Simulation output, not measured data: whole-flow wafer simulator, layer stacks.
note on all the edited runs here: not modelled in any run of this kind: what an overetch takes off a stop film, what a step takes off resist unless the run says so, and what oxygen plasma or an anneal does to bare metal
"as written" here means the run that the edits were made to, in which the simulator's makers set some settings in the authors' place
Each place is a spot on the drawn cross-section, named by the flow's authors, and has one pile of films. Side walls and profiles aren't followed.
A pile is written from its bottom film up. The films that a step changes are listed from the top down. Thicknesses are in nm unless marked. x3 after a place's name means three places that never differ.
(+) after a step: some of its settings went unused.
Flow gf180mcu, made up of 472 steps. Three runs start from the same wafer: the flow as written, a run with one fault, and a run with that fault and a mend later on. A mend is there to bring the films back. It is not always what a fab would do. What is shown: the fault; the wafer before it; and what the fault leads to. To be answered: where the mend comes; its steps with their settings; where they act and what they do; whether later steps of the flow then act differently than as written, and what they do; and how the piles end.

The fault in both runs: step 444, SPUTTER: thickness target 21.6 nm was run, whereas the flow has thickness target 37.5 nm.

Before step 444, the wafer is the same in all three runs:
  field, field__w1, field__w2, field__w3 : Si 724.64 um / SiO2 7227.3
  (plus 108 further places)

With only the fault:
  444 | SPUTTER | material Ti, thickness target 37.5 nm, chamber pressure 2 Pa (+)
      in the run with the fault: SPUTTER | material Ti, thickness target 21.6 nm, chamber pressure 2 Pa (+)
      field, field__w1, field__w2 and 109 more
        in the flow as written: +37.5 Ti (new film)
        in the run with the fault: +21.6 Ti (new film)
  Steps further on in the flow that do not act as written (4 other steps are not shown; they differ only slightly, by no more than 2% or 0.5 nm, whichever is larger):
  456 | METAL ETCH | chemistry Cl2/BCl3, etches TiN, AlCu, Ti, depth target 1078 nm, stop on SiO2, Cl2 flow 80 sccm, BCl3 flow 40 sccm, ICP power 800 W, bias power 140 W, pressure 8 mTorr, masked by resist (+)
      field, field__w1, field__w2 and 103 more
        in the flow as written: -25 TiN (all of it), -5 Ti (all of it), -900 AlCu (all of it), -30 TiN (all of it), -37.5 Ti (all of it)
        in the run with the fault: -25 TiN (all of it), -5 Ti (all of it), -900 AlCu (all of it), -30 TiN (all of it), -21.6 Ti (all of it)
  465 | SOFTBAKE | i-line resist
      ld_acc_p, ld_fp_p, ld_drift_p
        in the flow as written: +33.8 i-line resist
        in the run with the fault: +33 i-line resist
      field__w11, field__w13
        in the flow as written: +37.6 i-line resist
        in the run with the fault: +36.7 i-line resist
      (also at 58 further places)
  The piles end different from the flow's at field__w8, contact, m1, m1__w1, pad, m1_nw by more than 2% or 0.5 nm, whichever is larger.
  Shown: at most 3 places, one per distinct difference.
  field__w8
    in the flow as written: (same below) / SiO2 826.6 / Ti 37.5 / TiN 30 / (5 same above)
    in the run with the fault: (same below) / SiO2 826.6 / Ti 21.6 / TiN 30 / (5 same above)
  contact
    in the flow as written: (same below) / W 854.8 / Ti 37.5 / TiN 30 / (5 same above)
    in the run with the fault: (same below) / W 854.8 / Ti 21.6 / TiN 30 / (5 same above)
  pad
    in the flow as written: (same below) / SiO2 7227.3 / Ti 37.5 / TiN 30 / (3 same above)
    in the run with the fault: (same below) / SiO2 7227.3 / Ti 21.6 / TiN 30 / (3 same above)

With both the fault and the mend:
  The mend follows step 444.
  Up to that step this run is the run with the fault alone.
  444a | SPUTTER | material Ti, thickness target 15.9 nm, chamber pressure 2 Pa (+) (a further turn of the flow's step 444, with different settings)
      field, field__w1, field__w2 and 109 more
        +15.9 Ti
  Later steps of the flow that are run all act as written at every place that is followed.
  By the end, the piles equal the flow's at every place that both follow.
